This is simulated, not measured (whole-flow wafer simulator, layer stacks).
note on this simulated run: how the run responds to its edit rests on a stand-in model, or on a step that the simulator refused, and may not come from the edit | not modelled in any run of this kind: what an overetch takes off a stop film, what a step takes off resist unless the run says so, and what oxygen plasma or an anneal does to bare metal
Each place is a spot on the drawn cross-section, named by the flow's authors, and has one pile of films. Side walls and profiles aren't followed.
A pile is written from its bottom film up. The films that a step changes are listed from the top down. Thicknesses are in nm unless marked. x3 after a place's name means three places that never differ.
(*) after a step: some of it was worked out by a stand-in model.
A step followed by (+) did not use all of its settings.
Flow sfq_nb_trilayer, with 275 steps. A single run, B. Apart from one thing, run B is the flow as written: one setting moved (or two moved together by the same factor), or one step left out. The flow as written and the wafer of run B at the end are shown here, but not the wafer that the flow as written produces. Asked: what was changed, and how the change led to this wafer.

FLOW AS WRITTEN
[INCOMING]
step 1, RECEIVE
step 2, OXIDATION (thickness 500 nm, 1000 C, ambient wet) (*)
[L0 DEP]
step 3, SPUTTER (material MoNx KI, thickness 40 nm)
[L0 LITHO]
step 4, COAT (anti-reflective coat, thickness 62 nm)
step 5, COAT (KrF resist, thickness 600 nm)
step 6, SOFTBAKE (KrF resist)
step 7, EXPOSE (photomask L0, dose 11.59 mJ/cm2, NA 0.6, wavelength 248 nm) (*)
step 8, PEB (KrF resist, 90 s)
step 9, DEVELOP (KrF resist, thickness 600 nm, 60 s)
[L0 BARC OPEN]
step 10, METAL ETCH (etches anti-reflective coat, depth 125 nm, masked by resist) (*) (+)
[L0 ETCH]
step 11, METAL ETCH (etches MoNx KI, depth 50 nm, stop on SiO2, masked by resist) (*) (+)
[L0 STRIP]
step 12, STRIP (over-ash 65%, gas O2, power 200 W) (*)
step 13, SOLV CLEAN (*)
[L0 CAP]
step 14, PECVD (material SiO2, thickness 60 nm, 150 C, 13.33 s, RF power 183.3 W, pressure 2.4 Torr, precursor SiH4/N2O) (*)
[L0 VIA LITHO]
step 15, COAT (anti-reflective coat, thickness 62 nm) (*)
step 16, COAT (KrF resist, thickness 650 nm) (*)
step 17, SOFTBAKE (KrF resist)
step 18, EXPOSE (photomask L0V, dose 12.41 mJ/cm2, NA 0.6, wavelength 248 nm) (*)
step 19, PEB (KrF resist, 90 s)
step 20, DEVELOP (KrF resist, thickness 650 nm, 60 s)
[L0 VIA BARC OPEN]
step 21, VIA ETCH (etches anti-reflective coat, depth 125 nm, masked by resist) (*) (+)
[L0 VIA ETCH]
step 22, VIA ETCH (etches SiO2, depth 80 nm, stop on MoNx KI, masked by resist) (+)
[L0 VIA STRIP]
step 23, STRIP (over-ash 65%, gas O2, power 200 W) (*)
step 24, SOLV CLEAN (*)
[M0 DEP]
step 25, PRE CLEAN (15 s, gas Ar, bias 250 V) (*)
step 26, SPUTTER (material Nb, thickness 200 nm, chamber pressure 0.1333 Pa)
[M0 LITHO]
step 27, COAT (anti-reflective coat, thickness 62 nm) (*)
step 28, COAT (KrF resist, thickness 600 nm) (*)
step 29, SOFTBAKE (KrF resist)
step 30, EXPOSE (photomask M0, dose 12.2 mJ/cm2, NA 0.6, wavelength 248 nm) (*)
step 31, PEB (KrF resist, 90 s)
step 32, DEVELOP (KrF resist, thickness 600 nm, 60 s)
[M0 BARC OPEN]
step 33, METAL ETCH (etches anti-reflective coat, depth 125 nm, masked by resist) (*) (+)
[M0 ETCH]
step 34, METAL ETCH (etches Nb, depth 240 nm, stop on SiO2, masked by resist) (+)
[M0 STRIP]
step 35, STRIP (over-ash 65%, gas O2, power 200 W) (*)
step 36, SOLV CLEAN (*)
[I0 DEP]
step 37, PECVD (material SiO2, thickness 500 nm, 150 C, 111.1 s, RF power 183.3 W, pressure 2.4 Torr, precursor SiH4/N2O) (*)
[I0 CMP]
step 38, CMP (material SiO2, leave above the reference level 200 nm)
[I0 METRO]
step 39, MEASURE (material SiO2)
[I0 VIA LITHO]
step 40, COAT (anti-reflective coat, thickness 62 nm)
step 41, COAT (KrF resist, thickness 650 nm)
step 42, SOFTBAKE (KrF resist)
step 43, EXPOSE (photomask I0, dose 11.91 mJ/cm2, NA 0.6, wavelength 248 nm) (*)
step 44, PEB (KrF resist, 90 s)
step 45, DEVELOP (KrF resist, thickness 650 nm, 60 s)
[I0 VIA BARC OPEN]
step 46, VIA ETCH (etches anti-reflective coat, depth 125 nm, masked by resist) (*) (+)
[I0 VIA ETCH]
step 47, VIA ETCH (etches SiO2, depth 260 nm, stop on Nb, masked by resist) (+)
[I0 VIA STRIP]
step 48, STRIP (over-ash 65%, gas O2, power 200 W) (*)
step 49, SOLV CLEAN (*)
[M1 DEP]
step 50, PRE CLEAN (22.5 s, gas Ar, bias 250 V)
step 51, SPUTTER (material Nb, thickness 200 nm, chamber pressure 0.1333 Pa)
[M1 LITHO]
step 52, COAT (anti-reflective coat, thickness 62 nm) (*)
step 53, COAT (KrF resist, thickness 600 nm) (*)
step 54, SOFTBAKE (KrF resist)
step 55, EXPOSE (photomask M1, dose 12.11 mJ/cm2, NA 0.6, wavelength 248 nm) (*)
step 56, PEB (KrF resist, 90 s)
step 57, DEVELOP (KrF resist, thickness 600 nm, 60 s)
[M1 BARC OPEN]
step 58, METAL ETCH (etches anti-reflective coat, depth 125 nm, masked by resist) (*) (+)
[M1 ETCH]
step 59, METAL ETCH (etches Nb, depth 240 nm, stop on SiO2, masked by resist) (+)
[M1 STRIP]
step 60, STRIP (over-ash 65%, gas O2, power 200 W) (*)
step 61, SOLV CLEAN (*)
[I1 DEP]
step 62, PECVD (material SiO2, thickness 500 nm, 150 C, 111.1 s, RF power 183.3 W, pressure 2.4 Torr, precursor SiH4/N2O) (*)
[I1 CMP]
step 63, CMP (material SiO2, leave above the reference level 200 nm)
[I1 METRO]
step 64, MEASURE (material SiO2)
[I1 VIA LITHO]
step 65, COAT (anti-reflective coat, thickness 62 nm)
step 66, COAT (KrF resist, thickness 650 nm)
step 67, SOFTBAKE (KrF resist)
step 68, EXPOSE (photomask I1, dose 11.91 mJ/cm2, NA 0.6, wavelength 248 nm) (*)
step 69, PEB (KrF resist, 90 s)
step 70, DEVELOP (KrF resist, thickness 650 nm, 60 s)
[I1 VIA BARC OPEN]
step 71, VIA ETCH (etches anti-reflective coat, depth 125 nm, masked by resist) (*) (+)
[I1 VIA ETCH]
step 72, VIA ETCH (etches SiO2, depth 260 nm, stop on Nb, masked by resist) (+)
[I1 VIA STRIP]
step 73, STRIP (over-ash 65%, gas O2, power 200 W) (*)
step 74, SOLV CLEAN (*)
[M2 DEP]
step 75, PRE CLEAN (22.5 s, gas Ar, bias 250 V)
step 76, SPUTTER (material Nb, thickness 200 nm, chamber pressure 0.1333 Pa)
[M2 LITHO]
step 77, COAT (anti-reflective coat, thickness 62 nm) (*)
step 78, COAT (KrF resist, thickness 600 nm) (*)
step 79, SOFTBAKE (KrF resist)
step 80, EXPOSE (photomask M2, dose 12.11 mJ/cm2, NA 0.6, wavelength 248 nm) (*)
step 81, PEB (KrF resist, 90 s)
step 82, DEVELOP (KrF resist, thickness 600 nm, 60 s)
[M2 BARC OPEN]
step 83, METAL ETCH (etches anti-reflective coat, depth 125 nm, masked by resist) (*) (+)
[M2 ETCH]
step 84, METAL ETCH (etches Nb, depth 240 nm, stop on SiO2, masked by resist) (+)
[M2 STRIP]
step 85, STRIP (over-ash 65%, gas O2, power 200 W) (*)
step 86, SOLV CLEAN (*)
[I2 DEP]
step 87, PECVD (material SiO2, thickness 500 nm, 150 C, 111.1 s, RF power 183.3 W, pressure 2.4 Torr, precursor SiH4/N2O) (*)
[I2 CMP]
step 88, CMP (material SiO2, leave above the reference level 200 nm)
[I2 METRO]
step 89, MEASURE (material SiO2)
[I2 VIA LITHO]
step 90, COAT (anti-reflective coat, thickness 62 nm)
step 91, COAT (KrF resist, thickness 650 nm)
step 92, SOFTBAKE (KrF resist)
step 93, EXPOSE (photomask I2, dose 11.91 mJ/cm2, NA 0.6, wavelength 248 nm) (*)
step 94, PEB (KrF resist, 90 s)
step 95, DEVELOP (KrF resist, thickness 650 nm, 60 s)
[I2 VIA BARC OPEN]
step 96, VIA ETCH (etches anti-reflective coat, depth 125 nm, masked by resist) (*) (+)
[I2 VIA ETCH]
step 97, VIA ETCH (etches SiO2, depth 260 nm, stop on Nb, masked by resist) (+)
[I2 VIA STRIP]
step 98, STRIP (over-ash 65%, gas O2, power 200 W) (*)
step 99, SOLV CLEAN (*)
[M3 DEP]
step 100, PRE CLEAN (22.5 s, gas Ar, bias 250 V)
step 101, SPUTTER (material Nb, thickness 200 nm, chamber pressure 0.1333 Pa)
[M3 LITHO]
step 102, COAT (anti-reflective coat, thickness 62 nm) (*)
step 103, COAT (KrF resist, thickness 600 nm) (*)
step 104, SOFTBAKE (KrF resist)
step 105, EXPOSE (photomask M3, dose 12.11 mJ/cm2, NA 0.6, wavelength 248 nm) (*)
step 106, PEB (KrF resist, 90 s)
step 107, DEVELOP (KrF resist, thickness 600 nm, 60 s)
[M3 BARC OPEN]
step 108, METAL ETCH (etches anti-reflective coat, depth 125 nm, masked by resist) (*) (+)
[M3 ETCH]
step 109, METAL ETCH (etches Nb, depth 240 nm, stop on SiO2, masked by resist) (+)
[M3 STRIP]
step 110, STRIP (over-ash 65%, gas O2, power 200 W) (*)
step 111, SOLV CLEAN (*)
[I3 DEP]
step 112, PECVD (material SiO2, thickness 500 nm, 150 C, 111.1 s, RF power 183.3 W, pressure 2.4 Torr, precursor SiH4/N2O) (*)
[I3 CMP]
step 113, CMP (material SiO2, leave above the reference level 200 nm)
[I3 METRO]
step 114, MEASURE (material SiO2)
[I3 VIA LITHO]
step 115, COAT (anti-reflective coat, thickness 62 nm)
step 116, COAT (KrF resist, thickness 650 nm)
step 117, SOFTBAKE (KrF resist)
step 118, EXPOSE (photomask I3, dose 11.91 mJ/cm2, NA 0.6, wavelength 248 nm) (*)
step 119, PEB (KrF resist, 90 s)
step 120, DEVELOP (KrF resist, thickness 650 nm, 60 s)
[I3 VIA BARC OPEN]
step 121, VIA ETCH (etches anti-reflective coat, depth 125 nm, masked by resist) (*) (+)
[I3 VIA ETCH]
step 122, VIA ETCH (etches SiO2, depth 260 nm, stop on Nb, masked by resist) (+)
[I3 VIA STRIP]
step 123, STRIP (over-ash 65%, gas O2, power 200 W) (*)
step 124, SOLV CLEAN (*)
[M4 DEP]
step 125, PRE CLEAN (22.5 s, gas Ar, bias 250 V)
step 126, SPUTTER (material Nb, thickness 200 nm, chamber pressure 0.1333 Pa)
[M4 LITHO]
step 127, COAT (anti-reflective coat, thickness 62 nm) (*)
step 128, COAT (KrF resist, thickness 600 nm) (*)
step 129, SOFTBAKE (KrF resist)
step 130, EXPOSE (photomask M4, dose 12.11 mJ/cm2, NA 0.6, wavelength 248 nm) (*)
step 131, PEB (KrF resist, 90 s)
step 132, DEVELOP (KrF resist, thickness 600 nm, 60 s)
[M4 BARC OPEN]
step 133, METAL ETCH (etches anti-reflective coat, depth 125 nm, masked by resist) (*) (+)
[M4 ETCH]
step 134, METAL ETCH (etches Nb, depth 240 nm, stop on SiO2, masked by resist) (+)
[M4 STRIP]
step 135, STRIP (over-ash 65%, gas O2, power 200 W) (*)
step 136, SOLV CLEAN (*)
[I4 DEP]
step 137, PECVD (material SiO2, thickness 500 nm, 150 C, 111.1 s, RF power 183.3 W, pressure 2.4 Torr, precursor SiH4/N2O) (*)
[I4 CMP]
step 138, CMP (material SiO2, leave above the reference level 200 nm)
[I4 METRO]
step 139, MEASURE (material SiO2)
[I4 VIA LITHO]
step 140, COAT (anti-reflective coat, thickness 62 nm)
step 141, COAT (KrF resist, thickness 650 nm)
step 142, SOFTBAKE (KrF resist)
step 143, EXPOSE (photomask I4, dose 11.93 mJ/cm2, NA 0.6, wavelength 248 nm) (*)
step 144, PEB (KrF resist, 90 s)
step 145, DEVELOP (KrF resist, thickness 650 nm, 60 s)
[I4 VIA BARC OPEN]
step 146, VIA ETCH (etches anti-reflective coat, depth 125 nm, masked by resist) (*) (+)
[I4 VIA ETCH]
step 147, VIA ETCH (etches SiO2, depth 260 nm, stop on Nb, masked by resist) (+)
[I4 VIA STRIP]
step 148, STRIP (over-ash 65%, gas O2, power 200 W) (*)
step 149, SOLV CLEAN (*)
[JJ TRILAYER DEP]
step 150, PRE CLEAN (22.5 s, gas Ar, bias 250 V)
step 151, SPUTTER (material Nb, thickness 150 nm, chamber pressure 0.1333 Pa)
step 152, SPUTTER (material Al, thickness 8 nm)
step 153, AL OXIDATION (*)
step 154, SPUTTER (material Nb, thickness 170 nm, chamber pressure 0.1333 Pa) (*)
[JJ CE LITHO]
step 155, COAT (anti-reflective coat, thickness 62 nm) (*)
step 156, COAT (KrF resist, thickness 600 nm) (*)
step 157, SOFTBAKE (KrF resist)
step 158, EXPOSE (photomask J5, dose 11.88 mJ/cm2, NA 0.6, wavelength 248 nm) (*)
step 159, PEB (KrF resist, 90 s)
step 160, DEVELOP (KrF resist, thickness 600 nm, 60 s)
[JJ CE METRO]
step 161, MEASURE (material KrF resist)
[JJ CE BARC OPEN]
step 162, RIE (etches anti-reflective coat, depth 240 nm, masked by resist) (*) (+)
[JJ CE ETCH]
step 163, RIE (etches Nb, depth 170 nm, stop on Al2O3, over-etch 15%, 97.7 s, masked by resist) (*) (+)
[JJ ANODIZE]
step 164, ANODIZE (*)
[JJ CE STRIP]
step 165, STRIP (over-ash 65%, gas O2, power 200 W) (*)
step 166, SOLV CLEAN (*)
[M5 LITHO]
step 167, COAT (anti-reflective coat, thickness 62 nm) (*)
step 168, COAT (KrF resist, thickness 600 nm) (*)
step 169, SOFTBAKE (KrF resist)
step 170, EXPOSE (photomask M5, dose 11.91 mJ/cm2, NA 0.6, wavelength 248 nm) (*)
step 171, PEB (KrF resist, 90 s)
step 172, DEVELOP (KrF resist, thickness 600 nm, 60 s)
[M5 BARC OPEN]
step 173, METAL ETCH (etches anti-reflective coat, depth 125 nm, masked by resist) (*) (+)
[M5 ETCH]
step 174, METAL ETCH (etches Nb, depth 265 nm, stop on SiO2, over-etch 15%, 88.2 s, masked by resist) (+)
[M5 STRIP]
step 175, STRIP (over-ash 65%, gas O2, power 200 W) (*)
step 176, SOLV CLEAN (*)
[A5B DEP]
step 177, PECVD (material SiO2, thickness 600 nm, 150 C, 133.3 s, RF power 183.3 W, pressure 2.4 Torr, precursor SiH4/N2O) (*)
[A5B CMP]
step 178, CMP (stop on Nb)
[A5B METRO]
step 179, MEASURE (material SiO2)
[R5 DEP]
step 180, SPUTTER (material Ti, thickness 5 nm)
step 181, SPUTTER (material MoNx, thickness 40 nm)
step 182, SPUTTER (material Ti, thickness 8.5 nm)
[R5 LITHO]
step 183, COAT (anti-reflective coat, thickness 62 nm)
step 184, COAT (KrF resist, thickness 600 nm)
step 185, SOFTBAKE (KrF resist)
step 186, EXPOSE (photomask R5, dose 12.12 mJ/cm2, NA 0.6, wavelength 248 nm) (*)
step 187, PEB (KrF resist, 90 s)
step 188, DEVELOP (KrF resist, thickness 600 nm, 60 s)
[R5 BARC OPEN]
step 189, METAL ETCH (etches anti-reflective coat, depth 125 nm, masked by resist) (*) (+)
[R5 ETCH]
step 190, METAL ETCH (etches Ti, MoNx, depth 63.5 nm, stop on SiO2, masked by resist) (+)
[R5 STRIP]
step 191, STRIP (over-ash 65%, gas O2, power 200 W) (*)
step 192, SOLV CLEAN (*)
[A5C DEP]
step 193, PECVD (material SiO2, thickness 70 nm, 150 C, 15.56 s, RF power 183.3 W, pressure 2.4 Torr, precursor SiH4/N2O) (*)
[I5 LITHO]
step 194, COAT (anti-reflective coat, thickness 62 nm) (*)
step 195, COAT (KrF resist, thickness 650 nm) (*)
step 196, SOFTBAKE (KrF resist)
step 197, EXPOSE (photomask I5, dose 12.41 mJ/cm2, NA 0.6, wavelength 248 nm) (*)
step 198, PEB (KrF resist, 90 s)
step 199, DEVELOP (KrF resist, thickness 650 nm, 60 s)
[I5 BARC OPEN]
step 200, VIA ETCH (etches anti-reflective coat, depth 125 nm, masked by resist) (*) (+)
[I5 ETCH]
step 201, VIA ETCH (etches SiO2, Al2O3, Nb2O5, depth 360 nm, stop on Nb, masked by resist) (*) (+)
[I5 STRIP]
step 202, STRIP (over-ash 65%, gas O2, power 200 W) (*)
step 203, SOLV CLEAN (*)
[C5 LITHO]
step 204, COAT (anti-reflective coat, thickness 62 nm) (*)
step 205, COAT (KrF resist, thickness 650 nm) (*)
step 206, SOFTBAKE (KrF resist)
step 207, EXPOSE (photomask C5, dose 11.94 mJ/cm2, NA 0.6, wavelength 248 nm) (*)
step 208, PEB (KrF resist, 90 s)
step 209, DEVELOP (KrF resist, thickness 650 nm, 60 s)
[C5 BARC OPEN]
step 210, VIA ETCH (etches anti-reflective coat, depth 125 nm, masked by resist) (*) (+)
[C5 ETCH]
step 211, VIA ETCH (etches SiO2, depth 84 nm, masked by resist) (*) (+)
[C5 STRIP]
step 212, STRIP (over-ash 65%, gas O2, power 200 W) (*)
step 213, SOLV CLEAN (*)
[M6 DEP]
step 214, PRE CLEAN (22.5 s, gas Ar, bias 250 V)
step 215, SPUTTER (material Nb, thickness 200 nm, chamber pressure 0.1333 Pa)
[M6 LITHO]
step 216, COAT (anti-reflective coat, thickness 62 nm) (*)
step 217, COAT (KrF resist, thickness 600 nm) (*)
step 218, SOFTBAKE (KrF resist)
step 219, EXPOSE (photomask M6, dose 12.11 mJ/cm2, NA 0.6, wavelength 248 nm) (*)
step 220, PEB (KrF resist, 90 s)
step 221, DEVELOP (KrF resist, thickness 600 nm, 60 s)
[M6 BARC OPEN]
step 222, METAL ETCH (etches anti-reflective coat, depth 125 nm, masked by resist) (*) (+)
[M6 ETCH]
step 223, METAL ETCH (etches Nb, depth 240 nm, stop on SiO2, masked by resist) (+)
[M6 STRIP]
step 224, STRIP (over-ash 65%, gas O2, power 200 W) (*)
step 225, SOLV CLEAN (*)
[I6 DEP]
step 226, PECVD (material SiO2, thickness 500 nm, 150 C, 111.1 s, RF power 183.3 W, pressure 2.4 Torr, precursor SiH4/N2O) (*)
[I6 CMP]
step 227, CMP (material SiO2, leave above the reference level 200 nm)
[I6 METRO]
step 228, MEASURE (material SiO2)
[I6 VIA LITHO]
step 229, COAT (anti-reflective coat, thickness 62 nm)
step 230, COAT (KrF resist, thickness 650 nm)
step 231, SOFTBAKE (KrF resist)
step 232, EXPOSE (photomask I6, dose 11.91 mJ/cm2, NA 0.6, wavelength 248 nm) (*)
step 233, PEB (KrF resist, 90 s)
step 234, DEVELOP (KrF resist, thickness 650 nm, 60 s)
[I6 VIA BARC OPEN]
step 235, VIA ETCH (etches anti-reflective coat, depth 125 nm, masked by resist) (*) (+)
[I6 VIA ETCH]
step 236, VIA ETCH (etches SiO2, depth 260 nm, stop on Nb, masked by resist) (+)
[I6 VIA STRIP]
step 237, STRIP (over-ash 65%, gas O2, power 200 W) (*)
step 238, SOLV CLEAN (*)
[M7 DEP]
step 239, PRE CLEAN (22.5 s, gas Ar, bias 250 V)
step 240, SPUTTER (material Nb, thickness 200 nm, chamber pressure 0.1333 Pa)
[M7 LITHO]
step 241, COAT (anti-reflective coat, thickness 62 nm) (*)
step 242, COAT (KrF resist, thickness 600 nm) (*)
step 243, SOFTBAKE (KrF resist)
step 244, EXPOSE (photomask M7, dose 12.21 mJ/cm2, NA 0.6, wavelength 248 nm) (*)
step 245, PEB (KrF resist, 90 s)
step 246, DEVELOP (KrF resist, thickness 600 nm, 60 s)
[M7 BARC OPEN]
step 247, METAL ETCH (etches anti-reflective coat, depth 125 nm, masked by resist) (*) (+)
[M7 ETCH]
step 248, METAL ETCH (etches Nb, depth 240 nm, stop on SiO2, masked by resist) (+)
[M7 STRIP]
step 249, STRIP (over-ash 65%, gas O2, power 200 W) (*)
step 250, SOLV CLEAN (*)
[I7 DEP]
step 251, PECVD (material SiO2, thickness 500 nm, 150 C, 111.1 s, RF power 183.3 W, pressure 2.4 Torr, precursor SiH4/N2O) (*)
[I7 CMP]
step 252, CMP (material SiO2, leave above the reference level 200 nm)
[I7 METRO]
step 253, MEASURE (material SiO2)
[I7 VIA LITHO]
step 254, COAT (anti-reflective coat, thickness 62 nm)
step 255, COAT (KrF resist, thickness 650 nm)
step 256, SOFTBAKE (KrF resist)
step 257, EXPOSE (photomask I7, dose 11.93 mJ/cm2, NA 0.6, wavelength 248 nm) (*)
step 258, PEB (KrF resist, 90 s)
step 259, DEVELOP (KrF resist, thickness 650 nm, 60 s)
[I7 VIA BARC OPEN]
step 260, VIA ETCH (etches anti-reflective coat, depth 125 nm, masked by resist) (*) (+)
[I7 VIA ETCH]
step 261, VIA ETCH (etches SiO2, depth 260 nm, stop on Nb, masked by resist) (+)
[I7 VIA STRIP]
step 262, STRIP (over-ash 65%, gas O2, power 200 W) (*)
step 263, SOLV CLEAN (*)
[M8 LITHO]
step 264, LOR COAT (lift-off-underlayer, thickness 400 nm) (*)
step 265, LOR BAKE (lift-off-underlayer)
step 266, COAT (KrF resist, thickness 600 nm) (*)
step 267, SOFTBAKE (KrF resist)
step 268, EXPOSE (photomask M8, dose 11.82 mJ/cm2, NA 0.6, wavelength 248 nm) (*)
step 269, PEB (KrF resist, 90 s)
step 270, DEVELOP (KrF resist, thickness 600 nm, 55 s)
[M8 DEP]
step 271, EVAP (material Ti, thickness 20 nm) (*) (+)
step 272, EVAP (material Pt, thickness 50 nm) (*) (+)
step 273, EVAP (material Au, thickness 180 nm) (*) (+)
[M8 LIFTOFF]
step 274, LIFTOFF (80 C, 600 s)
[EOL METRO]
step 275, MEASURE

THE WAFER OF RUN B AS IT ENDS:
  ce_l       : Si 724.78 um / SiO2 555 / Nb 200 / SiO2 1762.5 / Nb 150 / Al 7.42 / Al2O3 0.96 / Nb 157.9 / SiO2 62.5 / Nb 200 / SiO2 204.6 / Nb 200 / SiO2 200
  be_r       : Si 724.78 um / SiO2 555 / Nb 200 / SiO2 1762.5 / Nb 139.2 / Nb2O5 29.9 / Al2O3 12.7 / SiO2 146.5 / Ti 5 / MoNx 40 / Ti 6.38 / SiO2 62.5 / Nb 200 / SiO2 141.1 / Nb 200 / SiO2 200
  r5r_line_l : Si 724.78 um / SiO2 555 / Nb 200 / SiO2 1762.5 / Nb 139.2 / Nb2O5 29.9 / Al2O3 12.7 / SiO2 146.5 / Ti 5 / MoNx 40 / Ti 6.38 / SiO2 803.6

What caused this: step 182, SPUTTER: thickness 6.375 nm was run, while the flow as written has thickness 8.5 nm.
The wafer itself shows it: be_r has Ti 6.38, and step 182 as written asks for 8.5 nm.

Step by step, how the change led to this:
  step 182, SPUTTER (material Ti, thickness 8.5 nm)
      field_l, v_sur, via_wl and 103 more: Ti gains 6.38 (new film) (as written it would have been: Ti gains 8.5 (new film))
  step 190, METAL ETCH (etches Ti, MoNx, depth 63.5 nm, stop on SiO2, masked by resist) (+)
      field_l, v_sur, via_wl and 92 more: Ti loses 6.38 (all of it), MoNx loses 40 (all of it), Ti loses 5 (all of it) (as written it would have been: Ti loses 8.5 (all of it), MoNx loses 40 (all of it), Ti loses 5 (all of it))
      ce_l, c5j, ce_r, wl_jj: Ti loses 6.38 (all of it), MoNx loses 40 (all of it), Ti loses 5 (all of it), Nb loses 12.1 (as written it would have been: Ti loses 8.5 (all of it), MoNx loses 40 (all of it), Ti loses 5 (all of it), Nb loses 10)
